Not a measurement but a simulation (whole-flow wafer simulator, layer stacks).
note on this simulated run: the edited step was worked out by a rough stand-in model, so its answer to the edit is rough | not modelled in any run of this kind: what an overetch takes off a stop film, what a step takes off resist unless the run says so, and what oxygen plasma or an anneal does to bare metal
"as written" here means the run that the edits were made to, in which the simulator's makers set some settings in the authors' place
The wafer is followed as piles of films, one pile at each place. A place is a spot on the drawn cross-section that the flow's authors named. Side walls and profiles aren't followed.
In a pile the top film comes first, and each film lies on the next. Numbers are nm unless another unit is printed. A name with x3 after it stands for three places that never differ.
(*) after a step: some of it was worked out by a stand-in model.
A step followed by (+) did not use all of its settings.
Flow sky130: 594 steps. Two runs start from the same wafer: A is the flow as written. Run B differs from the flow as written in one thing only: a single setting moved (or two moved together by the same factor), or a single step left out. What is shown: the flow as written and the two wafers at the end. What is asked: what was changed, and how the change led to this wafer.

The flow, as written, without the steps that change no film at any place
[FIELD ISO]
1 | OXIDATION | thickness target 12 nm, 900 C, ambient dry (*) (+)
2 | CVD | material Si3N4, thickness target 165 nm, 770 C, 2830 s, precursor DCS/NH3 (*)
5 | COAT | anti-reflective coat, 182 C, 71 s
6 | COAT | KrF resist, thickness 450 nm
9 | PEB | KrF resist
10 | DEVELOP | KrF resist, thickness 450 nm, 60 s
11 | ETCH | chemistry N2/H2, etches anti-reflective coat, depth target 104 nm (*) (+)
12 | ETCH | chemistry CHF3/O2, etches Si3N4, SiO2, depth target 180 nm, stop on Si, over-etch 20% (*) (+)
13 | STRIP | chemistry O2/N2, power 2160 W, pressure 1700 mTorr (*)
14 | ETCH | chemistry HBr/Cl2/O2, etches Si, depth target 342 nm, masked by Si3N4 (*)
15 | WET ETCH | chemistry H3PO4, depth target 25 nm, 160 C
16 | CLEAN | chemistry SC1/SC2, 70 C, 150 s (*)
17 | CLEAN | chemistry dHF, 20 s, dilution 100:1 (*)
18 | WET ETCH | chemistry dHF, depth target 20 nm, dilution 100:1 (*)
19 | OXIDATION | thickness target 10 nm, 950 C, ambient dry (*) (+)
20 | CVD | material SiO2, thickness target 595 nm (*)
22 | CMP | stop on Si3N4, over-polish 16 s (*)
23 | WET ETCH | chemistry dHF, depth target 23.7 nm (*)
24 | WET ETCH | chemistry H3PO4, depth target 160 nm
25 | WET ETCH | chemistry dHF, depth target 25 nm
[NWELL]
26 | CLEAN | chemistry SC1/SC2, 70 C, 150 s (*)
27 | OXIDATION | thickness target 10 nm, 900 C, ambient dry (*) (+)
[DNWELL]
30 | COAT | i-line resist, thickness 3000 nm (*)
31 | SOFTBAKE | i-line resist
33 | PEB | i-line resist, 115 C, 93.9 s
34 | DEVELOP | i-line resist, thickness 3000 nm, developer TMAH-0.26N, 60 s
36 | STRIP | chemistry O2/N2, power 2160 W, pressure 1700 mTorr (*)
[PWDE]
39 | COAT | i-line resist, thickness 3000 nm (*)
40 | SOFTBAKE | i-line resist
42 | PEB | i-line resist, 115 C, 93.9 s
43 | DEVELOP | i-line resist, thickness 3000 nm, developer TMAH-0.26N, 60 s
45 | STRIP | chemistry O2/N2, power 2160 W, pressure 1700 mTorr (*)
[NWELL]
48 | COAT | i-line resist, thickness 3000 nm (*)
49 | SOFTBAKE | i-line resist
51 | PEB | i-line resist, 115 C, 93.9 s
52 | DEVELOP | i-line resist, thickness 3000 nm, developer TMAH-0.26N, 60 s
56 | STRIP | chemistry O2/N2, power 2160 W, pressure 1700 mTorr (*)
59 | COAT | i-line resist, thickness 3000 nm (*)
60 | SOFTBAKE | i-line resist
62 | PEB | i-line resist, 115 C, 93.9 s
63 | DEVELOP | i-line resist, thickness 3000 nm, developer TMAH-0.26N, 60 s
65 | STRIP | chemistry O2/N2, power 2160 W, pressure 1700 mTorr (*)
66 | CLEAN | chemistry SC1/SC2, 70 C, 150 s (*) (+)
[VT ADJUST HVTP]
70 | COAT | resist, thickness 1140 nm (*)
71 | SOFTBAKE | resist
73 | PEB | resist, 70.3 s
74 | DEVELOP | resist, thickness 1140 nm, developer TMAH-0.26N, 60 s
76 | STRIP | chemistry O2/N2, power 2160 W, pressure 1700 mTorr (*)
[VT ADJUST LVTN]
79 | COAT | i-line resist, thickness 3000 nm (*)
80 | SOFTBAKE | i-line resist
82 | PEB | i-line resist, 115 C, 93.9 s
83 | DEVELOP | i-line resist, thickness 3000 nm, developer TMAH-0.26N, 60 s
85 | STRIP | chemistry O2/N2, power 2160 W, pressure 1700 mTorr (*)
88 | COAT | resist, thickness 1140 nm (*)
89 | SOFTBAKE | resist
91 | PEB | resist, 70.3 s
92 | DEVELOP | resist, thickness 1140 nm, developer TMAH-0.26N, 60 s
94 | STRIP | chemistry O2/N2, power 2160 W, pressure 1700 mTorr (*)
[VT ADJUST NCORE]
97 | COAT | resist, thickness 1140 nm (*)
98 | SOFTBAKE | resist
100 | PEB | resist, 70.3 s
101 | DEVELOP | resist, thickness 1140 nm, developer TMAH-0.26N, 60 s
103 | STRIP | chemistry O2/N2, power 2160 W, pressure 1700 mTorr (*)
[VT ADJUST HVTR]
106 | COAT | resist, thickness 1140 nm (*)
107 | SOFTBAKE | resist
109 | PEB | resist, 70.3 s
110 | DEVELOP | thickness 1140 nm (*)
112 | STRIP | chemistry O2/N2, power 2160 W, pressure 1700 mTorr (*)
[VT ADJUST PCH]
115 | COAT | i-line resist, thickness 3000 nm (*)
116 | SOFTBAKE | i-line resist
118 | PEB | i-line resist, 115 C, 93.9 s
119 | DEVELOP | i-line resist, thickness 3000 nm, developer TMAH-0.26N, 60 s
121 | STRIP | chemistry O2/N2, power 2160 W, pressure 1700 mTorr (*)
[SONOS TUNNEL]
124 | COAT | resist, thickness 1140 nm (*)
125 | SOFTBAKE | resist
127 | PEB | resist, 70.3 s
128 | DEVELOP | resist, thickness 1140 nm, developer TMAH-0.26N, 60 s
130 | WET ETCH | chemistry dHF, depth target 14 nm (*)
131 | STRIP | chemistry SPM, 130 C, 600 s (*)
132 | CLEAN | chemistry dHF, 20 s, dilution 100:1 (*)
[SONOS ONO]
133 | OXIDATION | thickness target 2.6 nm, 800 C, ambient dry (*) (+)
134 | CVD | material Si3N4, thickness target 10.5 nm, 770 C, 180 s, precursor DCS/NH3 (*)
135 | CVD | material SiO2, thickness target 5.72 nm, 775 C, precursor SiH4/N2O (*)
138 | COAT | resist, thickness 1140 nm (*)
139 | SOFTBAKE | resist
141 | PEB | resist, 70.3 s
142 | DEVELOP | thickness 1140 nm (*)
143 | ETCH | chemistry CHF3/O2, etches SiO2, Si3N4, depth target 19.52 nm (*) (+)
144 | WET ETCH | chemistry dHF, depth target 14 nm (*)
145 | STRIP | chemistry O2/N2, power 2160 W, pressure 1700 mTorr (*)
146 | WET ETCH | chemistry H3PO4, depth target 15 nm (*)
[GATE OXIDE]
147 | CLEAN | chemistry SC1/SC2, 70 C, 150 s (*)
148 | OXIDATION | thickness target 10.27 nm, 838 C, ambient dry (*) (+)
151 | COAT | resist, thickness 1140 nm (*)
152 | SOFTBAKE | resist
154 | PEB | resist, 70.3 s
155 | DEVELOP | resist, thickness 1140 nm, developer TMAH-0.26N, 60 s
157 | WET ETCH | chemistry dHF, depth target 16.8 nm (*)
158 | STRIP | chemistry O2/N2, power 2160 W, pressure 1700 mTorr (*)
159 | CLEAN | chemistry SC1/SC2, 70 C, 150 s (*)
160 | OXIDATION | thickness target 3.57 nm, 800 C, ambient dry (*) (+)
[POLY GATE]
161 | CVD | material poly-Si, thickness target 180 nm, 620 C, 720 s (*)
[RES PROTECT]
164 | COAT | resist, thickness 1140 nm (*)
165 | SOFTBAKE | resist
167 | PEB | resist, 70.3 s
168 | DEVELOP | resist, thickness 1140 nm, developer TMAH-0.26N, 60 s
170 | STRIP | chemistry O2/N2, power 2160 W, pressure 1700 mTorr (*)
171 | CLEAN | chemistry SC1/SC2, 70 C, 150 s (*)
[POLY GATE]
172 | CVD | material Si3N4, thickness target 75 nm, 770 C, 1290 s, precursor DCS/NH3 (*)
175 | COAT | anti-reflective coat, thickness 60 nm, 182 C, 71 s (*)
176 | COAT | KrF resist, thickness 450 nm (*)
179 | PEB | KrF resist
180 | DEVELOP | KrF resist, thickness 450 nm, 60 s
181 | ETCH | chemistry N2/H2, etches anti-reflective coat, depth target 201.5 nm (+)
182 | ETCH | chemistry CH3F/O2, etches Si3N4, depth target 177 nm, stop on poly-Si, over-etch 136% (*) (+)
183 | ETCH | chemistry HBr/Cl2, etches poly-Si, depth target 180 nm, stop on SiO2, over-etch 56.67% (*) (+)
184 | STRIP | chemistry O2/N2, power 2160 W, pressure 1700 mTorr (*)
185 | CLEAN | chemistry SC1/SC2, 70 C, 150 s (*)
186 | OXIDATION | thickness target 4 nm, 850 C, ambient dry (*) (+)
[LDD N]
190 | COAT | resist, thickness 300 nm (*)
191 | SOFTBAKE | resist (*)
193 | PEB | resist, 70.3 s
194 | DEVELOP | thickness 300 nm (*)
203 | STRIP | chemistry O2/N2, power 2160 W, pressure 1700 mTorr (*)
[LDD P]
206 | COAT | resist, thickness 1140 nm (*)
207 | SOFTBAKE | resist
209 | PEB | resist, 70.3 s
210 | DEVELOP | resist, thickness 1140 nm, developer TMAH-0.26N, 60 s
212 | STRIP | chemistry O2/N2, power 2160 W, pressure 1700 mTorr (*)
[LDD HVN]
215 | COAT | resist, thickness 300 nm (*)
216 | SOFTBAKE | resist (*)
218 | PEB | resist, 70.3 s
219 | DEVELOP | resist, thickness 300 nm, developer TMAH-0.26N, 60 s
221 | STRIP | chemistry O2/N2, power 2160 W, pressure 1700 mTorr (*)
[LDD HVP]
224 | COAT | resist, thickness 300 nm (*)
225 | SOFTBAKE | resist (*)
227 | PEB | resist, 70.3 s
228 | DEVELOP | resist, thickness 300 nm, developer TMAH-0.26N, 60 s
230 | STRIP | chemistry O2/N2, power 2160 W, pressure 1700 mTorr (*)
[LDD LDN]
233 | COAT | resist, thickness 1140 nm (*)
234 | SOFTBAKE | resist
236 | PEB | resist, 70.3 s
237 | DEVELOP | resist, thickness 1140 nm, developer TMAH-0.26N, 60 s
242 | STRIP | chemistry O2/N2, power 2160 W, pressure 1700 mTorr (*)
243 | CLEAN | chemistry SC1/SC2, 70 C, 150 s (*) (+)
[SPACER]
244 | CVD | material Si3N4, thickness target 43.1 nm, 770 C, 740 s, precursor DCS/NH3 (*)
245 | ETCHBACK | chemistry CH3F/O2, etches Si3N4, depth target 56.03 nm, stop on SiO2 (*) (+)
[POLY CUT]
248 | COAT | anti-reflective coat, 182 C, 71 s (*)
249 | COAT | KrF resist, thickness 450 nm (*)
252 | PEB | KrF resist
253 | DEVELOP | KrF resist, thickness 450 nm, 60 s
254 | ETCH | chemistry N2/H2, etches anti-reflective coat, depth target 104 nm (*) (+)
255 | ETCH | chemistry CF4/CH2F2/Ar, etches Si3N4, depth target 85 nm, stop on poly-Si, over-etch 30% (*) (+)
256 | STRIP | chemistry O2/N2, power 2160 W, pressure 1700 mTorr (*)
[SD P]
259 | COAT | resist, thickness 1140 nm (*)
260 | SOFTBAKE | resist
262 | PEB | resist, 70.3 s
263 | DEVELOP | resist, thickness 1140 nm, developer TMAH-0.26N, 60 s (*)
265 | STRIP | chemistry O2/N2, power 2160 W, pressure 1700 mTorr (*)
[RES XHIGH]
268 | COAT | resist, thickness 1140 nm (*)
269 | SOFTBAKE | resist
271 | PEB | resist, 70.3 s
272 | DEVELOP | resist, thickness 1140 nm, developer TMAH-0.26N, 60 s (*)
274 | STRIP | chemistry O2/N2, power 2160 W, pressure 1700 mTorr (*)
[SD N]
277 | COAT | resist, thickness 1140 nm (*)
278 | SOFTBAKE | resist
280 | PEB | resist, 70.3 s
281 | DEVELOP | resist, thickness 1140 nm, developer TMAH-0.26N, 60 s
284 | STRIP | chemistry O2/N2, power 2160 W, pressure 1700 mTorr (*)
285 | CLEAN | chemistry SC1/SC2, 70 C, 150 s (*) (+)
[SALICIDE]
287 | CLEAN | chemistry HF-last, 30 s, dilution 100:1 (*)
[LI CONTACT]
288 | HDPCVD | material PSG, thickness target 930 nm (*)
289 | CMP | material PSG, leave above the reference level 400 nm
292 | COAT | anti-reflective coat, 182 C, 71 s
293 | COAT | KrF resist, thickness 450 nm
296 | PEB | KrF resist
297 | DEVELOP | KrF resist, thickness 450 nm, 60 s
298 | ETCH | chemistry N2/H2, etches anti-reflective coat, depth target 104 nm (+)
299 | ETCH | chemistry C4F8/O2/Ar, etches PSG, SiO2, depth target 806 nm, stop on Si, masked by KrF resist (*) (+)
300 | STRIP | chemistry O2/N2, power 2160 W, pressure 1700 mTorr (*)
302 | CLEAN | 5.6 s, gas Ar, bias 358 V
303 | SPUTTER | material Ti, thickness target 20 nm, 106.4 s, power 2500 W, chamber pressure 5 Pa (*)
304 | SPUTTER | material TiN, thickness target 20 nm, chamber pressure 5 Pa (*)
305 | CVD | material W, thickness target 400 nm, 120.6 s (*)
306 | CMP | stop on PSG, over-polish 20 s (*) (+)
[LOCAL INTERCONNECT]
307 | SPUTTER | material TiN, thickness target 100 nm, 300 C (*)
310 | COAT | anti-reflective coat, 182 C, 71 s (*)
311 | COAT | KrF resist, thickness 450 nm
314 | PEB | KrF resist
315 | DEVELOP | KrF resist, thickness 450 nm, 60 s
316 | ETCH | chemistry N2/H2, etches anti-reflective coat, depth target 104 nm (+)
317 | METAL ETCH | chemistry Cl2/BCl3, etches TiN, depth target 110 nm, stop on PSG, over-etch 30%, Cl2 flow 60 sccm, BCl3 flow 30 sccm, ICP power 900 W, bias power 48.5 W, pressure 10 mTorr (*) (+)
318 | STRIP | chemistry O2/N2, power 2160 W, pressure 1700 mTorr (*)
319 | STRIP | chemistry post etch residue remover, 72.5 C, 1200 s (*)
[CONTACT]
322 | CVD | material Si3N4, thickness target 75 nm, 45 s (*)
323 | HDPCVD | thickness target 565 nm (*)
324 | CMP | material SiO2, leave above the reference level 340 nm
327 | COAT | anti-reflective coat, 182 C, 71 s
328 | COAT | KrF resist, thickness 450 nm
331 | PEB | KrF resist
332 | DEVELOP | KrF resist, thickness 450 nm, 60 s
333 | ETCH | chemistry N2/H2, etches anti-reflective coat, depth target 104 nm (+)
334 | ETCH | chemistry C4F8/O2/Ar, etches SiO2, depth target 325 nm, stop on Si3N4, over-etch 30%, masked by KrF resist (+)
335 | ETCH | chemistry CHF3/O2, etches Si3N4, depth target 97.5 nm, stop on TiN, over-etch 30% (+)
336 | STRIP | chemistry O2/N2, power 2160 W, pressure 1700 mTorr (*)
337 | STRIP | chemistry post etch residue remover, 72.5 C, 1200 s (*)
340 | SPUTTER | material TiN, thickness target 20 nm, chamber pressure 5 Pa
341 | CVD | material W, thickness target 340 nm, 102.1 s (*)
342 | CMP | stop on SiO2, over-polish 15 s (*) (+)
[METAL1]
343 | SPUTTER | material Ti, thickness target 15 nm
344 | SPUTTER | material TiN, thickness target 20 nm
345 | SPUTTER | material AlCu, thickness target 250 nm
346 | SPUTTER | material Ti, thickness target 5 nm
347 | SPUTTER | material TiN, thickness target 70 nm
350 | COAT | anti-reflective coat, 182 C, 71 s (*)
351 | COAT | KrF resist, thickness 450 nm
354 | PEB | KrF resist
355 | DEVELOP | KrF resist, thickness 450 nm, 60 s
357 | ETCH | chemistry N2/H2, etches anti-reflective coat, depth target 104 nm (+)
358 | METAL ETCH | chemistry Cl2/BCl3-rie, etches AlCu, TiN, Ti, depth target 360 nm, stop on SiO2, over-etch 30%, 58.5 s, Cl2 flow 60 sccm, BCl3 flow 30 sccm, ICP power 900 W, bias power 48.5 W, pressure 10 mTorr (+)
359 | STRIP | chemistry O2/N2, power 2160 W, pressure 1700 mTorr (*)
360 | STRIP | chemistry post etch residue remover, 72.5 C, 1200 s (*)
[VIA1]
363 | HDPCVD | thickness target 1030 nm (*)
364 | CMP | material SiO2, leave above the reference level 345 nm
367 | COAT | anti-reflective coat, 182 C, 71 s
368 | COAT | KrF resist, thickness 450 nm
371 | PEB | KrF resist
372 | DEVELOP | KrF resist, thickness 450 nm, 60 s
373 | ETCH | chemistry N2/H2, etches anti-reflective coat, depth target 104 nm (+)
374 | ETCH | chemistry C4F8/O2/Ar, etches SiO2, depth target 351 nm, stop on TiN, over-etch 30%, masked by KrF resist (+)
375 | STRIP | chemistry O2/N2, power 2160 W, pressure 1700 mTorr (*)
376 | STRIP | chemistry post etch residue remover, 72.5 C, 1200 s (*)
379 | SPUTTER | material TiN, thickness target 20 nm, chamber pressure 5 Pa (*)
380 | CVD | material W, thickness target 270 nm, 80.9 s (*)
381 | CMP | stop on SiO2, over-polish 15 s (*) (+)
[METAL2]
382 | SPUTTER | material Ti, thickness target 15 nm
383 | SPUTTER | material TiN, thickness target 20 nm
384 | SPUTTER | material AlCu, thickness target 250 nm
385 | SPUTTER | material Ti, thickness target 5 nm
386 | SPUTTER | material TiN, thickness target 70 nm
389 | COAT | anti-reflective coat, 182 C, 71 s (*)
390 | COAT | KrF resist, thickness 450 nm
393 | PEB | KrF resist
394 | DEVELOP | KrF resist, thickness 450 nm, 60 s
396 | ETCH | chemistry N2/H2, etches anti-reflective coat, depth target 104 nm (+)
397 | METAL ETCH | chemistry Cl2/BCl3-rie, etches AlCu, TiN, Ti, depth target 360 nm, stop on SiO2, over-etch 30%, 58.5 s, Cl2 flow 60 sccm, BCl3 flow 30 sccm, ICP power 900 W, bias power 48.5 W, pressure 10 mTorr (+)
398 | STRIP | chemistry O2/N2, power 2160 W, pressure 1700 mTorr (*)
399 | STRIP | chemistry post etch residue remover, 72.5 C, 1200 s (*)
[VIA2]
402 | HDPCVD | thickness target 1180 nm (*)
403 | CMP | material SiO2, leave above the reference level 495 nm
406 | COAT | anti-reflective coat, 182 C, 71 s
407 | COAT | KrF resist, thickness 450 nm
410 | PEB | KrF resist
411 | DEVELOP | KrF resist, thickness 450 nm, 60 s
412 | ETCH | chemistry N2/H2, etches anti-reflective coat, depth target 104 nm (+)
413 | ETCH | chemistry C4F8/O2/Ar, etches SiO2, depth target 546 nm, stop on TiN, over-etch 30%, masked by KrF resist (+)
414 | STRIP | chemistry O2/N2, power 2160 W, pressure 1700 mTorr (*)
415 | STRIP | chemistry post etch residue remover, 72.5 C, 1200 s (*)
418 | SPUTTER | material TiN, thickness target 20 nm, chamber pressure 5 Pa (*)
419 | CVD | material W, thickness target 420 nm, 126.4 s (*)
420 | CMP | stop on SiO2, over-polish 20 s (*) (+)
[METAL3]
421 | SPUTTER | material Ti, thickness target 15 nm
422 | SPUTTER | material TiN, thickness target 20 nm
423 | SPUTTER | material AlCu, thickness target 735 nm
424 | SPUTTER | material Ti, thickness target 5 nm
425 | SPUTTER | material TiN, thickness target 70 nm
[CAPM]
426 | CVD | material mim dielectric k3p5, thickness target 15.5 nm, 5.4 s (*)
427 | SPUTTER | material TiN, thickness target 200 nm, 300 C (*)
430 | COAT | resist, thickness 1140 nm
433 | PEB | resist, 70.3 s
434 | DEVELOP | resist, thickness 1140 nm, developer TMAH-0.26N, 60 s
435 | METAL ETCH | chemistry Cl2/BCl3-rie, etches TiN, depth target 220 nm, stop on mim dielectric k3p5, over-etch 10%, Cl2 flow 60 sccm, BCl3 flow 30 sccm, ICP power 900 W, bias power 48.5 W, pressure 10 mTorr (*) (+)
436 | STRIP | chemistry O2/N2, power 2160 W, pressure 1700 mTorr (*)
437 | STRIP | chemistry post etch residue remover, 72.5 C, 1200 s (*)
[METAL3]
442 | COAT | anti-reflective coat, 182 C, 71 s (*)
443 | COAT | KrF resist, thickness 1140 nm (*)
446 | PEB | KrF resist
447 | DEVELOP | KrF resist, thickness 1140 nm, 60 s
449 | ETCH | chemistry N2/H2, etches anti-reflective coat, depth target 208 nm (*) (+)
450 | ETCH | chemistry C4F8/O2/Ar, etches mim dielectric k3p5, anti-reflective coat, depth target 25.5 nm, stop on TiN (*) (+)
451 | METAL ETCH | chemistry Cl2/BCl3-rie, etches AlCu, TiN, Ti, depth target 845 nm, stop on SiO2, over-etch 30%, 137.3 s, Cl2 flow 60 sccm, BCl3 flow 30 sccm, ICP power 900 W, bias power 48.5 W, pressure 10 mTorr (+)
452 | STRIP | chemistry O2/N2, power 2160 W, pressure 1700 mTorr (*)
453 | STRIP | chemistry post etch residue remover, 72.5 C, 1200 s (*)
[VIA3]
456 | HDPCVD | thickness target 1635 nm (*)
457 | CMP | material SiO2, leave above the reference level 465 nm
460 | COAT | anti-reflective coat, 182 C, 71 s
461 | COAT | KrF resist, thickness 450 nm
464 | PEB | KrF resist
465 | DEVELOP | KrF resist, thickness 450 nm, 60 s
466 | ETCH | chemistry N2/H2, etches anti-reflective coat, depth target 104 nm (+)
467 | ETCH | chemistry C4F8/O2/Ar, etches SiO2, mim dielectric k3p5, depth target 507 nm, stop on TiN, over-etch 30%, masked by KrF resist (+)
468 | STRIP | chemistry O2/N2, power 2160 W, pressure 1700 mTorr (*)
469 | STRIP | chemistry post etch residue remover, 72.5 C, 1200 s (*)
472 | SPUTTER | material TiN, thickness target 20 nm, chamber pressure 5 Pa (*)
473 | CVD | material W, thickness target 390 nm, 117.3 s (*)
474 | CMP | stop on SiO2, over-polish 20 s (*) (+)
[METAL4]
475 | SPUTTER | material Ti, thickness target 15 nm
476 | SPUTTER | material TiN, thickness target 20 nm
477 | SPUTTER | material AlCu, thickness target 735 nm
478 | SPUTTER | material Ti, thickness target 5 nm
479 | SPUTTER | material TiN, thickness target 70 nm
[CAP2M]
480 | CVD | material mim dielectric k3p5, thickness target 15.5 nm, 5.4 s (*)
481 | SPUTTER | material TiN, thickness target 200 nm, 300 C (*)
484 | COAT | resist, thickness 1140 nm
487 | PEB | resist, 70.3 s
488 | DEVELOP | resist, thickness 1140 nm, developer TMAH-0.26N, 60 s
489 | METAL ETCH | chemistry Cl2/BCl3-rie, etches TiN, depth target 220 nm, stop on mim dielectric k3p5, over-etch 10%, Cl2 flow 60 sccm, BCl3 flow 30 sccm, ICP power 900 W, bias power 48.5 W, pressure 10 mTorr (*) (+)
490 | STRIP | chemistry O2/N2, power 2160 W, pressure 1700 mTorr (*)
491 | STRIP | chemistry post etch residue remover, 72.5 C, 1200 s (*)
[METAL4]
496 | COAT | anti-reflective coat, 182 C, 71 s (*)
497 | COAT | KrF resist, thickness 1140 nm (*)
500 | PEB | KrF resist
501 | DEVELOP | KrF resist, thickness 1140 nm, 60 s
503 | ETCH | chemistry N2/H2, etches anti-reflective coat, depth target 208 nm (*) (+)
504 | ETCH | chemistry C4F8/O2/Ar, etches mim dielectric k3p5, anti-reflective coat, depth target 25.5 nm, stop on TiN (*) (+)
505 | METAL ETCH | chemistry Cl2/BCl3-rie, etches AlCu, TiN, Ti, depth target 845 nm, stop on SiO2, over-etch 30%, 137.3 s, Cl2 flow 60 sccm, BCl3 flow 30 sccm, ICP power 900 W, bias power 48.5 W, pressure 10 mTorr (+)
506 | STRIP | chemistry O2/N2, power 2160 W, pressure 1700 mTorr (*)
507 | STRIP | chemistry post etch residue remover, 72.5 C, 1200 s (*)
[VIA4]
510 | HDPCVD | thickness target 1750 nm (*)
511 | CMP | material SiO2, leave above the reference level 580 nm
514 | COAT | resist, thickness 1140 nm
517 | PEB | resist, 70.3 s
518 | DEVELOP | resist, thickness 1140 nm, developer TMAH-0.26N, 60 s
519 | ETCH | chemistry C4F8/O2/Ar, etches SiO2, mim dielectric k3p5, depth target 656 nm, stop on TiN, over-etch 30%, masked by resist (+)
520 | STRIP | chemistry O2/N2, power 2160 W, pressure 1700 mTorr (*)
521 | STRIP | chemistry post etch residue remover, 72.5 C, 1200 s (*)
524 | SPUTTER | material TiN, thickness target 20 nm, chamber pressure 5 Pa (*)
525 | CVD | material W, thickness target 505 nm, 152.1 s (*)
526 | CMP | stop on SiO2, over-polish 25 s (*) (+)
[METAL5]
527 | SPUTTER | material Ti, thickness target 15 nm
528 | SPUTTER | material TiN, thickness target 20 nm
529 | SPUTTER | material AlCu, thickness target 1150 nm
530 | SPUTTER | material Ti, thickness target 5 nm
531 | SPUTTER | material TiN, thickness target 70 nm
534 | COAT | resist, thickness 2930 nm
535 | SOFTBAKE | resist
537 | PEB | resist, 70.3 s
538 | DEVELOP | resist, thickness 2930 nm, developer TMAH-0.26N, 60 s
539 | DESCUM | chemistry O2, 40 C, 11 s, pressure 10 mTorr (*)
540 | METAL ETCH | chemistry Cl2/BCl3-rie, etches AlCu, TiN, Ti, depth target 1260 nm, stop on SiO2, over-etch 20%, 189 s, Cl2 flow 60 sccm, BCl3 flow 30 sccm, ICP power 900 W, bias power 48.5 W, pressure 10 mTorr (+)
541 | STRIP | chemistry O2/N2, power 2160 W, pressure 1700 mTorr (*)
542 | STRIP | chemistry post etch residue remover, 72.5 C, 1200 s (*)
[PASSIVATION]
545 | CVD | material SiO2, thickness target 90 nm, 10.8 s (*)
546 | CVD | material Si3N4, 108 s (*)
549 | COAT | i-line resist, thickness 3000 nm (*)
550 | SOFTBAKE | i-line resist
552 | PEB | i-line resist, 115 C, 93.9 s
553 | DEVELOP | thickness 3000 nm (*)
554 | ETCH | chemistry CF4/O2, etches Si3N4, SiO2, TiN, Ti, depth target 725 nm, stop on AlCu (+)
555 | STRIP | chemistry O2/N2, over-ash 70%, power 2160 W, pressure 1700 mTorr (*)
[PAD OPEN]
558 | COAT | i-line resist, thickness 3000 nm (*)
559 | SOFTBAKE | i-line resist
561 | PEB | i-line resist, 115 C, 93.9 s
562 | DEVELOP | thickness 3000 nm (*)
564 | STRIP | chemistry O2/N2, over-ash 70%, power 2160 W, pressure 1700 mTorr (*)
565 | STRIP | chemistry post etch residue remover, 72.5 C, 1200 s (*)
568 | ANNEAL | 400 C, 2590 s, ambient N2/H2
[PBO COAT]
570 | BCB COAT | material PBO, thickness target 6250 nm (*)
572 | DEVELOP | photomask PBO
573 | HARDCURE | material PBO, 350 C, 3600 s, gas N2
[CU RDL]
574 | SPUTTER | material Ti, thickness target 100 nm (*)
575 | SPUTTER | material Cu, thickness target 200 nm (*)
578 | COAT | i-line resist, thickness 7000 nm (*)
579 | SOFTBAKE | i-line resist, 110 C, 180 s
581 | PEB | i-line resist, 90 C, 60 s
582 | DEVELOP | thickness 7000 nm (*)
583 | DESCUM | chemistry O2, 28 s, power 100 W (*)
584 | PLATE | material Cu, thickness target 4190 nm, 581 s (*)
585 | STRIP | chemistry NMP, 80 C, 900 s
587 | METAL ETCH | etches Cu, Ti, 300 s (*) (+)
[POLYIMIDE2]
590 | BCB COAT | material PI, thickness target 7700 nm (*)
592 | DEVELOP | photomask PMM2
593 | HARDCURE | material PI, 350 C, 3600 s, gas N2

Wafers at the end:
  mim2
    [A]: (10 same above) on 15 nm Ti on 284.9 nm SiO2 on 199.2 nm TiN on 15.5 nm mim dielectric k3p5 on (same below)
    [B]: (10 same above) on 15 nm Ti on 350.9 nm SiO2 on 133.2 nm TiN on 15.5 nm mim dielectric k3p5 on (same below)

The reason: step 481, SPUTTER: thickness target 134 nm was run, while the flow as written has thickness target 200 nm.

How this came from the change, step by step:
  481 | SPUTTER | material TiN, thickness target 200 nm, 300 C (*)
      field, active, n_well and 189 more: A TiN gains 200 (new film) | B TiN gains 134 (new film)
  489 | METAL ETCH | chemistry Cl2/BCl3-rie, etches TiN, depth target 220 nm, stop on mim dielectric k3p5, over-etch 10%, Cl2 flow 60 sccm, BCl3 flow 30 sccm, ICP power 900 W, bias power 48.5 W, pressure 10 mTorr (*) (+)
      field, active, n_well and 188 more: A TiN loses 200 (all of it) | B TiN loses 134 (all of it)
      mim2: A resist loses 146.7 | B resist loses 98.3
  490 | STRIP | chemistry O2/N2, power 2160 W, pressure 1700 mTorr (*)
      mim2: A resist loses 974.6 (all of it) | B resist loses 1023 (all of it)
  496 | COAT | anti-reflective coat, 182 C, 71 s (*)
      iso_guard__w2: A anti-reflective coat gains 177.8 (new film) | B anti-reflective coat gains 134.7 (new film)
      mim2: A anti-reflective coat gains 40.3 (new film) | B anti-reflective coat gains 29.6 (new film)
  497 | COAT | KrF resist, thickness 1140 nm (*)
      iso_guard__w2: A KrF resist gains 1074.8 (new film) | B KrF resist gains 1103.8 (new film)
      mim2: A KrF resist gains 1018.9 (new film) | B KrF resist gains 1078.2 (new film)
  506 | STRIP | chemistry O2/N2, power 2160 W, pressure 1700 mTorr (*)
      iso_guard__w2: A KrF resist loses 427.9 (all of it), anti-reflective coat loses 177.8 (all of it) | B KrF resist loses 456.8 (all of it), anti-reflective coat loses 134.7 (all of it)
      mim2: A KrF resist loses 372.1 (all of it), anti-reflective coat loses 40.3 (all of it) | B KrF resist loses 431.2 (all of it), anti-reflective coat loses 29.6 (all of it)
  511 | CMP | material SiO2, leave above the reference level 580 nm
      mim2: A SiO2 loses 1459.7 | B SiO2 loses 1393.7
